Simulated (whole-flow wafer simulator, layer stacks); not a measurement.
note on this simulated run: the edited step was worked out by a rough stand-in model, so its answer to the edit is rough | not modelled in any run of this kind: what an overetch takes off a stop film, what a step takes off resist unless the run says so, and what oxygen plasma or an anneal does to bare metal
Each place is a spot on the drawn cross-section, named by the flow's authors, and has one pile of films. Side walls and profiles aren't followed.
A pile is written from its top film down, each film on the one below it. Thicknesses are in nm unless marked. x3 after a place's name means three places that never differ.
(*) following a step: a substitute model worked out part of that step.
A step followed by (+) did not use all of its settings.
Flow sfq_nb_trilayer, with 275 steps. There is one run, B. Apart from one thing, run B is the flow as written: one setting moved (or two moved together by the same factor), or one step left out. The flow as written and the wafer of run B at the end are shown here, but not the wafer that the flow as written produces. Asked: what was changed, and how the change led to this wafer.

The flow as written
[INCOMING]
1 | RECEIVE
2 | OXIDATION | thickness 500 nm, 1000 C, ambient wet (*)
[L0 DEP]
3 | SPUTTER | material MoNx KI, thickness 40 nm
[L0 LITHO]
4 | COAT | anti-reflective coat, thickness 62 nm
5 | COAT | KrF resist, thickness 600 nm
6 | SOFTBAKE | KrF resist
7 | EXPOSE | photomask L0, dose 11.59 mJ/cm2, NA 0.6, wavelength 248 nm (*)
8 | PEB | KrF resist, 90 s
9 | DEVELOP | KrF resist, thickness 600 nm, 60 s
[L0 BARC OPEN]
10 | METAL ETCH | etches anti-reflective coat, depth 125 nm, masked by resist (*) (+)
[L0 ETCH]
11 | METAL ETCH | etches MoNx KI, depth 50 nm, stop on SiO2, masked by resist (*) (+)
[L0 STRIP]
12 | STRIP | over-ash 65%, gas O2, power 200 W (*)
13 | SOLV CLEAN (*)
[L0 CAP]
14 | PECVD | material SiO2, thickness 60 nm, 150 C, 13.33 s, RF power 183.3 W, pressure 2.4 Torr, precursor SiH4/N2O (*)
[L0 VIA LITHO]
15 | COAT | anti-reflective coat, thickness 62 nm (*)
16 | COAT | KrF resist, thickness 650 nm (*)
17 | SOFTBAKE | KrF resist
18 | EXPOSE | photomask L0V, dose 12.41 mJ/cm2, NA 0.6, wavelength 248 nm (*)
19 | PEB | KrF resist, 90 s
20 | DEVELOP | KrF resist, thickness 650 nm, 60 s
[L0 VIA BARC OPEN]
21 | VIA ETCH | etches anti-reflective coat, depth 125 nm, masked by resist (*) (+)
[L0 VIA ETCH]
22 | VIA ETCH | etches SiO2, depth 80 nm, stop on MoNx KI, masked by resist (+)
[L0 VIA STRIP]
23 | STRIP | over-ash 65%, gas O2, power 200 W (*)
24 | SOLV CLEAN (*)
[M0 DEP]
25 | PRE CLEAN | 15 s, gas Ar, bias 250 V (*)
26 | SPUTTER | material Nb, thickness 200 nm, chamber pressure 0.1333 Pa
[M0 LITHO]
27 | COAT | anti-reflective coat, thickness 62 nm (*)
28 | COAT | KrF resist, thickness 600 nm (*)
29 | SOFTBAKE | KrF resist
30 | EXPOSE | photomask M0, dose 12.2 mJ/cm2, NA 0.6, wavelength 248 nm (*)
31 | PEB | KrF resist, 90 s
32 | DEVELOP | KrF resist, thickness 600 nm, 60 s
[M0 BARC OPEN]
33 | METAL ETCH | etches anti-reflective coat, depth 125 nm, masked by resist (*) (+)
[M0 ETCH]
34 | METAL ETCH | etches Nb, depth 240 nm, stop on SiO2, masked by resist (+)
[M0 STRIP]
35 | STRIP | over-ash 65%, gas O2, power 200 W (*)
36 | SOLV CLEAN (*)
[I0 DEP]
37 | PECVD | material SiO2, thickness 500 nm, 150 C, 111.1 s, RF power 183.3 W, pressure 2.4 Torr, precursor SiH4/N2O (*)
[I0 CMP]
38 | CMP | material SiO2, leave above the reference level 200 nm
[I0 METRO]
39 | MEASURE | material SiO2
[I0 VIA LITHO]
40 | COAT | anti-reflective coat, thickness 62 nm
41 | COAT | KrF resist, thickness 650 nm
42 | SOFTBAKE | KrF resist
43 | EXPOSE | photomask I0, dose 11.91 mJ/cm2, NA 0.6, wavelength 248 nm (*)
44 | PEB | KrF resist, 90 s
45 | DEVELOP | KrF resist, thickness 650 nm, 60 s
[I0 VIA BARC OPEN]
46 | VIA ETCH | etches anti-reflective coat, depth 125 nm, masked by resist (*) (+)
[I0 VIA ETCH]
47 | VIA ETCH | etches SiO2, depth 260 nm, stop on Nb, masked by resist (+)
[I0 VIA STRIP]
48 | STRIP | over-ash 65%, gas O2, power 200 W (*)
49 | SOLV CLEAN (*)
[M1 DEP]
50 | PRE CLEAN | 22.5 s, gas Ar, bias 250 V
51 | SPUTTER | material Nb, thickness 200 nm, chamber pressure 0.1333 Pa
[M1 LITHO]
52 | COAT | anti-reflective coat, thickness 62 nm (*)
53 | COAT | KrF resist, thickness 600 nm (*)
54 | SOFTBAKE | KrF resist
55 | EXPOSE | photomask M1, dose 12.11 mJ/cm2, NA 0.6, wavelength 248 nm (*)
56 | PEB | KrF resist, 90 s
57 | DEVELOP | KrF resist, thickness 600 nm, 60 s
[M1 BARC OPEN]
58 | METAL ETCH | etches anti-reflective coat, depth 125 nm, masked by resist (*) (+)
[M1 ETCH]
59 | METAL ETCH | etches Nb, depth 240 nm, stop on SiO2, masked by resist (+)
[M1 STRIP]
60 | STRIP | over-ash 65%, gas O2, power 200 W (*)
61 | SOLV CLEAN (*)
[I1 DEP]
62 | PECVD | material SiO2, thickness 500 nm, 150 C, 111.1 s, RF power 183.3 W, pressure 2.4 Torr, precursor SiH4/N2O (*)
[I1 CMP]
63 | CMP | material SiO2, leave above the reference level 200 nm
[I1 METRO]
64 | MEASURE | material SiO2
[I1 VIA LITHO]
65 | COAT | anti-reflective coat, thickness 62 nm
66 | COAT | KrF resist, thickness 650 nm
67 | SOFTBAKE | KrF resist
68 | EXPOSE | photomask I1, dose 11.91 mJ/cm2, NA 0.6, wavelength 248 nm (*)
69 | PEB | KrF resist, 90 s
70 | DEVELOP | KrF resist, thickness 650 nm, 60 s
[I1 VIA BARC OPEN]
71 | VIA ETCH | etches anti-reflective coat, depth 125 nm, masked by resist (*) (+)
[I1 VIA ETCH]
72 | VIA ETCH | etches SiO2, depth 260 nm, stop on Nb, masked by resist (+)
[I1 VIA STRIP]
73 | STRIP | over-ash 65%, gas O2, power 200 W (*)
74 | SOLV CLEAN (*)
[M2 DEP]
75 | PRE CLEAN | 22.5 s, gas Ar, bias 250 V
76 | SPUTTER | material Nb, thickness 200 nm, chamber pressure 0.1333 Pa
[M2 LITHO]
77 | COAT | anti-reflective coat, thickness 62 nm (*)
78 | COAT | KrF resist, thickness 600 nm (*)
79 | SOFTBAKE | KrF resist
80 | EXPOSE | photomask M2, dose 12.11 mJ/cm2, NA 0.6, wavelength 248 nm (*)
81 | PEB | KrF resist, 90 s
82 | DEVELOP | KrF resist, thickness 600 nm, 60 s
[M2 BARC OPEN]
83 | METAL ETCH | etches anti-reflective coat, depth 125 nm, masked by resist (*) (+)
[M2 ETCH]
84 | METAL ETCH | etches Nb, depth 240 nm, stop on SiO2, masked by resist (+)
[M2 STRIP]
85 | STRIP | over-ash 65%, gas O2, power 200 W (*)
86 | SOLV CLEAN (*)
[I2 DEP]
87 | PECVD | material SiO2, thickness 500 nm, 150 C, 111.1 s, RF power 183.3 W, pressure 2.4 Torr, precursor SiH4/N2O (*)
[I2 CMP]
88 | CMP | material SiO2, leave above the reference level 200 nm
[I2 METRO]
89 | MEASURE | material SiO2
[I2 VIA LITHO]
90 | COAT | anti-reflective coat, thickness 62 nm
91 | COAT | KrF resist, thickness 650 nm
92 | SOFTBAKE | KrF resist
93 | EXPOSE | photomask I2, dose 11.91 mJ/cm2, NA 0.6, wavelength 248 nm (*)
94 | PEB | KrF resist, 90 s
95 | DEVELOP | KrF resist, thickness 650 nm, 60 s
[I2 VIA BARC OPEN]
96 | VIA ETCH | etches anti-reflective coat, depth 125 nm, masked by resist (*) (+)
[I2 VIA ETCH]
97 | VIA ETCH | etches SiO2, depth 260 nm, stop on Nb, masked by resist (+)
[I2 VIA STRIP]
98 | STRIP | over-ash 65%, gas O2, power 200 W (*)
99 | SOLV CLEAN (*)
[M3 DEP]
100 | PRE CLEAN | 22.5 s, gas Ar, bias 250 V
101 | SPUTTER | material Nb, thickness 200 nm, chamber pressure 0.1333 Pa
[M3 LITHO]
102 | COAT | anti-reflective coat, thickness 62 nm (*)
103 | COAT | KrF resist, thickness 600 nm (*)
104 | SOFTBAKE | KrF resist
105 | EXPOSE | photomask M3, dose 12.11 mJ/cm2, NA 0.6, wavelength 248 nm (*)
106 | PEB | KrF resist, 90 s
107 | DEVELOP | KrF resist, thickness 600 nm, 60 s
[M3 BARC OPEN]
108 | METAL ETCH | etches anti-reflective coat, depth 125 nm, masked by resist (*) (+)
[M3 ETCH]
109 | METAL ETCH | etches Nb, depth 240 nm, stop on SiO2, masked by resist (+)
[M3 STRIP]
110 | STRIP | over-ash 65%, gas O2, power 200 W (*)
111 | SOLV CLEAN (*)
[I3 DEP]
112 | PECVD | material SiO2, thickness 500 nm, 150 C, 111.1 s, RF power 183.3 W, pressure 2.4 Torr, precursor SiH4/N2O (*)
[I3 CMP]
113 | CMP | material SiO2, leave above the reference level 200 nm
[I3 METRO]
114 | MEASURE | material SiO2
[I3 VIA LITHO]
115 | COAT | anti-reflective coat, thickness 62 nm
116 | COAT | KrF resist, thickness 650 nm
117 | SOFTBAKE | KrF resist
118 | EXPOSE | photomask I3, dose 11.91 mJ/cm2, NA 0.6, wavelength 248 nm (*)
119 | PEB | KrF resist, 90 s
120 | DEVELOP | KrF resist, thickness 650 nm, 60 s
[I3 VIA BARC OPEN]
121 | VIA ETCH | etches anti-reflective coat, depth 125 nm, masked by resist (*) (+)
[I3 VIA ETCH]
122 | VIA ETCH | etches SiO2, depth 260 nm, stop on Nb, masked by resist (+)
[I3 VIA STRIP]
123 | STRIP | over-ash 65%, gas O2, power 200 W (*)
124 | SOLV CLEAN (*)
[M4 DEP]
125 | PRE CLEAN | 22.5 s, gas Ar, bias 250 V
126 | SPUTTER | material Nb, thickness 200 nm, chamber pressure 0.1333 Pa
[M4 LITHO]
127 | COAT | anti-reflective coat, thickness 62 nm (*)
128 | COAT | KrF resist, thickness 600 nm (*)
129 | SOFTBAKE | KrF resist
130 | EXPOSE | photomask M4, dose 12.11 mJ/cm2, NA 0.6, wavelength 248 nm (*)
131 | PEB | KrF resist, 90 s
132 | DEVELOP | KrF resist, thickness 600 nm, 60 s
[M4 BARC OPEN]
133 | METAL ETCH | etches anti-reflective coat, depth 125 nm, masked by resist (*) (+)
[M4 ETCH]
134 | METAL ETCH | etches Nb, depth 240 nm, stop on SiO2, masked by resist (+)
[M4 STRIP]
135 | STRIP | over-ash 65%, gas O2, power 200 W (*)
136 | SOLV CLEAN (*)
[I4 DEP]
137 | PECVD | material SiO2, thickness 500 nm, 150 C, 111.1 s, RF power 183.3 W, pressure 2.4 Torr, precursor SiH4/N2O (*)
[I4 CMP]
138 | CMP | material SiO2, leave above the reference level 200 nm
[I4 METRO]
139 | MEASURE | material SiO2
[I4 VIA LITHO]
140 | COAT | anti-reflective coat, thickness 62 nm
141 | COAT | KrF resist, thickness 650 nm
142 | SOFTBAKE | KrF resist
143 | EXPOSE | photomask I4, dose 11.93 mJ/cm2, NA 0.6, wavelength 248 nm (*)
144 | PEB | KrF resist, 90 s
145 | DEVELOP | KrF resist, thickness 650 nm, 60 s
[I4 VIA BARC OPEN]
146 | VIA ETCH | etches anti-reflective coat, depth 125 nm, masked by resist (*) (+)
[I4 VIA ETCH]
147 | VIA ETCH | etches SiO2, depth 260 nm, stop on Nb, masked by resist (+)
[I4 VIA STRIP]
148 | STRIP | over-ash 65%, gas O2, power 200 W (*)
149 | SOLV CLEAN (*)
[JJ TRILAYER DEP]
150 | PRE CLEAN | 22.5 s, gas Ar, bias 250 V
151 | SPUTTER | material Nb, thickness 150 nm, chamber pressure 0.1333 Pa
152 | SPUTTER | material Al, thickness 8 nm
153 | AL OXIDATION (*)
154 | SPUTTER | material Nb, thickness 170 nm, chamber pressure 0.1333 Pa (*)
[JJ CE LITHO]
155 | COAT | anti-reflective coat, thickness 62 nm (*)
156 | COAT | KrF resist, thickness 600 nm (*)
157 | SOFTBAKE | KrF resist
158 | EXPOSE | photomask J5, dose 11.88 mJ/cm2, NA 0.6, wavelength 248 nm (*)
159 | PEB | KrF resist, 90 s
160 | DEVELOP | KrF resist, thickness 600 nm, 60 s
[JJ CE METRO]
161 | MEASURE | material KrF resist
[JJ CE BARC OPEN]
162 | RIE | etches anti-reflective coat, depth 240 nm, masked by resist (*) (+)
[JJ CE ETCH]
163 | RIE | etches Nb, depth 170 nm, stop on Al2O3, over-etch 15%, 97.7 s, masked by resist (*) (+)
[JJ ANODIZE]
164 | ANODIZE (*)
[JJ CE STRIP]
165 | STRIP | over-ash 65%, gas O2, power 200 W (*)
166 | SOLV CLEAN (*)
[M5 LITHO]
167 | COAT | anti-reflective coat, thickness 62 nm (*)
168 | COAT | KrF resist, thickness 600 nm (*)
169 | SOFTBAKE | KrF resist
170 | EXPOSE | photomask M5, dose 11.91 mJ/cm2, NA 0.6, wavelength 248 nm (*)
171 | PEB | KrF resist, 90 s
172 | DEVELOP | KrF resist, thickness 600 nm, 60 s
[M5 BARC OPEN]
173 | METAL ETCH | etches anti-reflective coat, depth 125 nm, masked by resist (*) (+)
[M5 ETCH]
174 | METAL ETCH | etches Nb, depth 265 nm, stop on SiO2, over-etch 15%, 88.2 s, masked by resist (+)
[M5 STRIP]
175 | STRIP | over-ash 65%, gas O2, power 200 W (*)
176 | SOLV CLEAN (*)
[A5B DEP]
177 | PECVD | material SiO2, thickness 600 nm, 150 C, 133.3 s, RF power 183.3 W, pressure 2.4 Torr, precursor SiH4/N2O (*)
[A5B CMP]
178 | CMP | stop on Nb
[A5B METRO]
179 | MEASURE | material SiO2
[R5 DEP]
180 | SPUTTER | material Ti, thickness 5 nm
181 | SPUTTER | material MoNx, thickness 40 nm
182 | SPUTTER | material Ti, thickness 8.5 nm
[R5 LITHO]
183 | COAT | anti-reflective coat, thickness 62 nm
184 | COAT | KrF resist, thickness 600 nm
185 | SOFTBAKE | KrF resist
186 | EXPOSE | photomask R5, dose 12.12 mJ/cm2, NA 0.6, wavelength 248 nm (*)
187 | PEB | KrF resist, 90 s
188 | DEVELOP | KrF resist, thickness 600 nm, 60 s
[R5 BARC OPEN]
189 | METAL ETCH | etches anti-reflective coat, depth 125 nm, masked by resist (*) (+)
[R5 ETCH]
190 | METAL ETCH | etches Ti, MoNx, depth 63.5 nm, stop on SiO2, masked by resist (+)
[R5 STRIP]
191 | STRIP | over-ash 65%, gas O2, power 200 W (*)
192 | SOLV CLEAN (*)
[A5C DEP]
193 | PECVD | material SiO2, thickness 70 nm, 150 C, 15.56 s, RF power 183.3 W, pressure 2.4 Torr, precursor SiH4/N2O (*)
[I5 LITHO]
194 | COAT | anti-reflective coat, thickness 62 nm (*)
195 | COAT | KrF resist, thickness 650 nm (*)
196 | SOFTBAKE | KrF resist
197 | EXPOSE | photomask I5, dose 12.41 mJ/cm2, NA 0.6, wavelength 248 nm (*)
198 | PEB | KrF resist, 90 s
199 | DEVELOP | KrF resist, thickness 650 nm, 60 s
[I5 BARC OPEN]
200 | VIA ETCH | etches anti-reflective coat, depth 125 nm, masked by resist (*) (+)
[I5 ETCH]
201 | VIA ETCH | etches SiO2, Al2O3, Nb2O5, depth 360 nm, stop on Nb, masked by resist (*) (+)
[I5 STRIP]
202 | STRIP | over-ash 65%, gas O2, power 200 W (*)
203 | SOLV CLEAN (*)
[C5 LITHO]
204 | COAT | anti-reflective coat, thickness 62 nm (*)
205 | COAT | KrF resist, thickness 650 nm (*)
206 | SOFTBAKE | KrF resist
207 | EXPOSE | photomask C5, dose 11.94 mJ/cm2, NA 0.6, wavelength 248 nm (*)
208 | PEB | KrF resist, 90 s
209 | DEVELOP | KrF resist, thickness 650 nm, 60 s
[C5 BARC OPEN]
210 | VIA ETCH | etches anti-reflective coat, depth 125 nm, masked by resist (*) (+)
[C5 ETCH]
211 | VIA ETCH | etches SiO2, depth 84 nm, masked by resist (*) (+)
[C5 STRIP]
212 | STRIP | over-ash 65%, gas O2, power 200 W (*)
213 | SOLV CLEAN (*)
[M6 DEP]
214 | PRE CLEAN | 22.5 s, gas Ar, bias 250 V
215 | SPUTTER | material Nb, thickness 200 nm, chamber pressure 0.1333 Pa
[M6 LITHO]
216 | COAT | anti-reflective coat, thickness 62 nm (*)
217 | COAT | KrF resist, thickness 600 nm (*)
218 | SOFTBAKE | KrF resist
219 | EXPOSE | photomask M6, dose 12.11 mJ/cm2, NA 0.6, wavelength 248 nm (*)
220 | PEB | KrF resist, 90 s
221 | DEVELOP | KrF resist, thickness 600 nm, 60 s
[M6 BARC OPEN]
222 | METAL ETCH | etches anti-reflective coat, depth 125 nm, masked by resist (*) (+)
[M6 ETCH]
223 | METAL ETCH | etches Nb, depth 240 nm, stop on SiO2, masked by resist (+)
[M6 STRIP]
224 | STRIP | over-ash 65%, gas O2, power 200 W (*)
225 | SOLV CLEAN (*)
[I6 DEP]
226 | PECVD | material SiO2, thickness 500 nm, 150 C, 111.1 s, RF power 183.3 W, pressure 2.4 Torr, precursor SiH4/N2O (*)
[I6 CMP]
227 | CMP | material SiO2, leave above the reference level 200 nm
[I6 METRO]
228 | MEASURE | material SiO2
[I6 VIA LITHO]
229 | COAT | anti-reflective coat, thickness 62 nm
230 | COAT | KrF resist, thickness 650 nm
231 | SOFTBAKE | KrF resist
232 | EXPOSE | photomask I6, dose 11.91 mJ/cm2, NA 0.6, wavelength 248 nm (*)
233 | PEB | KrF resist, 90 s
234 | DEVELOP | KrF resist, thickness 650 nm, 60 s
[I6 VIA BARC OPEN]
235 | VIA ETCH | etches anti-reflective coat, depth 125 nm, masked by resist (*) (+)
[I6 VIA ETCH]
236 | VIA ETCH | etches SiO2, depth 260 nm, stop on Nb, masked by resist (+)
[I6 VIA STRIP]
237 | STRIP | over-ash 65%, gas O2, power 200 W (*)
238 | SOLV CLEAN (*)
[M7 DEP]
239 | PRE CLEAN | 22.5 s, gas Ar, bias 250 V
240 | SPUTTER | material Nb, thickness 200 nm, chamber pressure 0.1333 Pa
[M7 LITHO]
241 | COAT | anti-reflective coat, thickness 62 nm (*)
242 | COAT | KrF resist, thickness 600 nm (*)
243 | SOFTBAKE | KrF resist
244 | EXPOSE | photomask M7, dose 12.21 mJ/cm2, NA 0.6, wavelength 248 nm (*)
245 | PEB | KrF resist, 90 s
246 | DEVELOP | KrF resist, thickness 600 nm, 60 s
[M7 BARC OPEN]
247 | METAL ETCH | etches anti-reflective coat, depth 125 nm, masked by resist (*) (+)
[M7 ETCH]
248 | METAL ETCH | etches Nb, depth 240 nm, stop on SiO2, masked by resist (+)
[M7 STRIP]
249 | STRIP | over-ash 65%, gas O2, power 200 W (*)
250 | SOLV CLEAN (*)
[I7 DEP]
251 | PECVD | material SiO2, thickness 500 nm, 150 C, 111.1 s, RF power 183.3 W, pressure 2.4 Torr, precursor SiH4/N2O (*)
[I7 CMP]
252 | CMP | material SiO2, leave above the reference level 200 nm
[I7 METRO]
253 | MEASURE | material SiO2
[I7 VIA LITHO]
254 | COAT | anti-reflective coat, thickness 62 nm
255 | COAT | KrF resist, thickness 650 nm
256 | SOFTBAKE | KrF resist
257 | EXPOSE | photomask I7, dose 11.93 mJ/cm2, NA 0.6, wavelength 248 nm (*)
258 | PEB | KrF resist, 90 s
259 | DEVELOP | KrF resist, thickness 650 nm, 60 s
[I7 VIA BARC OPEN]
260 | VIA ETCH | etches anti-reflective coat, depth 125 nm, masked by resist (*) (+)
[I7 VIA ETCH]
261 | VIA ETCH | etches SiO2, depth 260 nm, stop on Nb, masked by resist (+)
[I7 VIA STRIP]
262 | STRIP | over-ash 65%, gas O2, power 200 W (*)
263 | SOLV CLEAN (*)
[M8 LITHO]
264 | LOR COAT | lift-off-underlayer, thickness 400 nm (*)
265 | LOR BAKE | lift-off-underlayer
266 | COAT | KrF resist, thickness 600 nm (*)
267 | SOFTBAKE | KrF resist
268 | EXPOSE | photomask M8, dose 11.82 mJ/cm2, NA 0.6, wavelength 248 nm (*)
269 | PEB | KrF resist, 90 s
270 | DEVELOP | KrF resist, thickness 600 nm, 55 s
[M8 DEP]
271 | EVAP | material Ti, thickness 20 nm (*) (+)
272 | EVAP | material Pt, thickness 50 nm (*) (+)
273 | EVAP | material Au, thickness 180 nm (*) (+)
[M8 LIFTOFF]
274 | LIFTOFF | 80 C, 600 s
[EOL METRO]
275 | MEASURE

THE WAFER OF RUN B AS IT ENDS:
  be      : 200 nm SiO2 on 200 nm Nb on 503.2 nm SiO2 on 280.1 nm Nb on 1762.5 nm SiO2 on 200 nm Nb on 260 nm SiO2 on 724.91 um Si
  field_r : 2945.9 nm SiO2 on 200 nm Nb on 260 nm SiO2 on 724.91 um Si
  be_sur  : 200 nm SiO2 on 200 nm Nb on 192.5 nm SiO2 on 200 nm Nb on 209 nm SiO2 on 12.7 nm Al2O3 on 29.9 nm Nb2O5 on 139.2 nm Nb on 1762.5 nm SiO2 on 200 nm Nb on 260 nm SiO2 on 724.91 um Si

Cause: step 2, OXIDATION: thickness 205 nm was run, while the flow as written has thickness 500 nm.

Step by step, how the change led to this:
  2 | OXIDATION | thickness 500 nm, 1000 C, ambient wet (*)
      field_l, v_sur, via_wl and 103 more: +205 SiO2 (new film), -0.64 chemical SiO2 (all of it), -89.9 Si (it would be, as written: +500 SiO2 (new film), -0.64 chemical SiO2 (all of it), -219.7 Si)
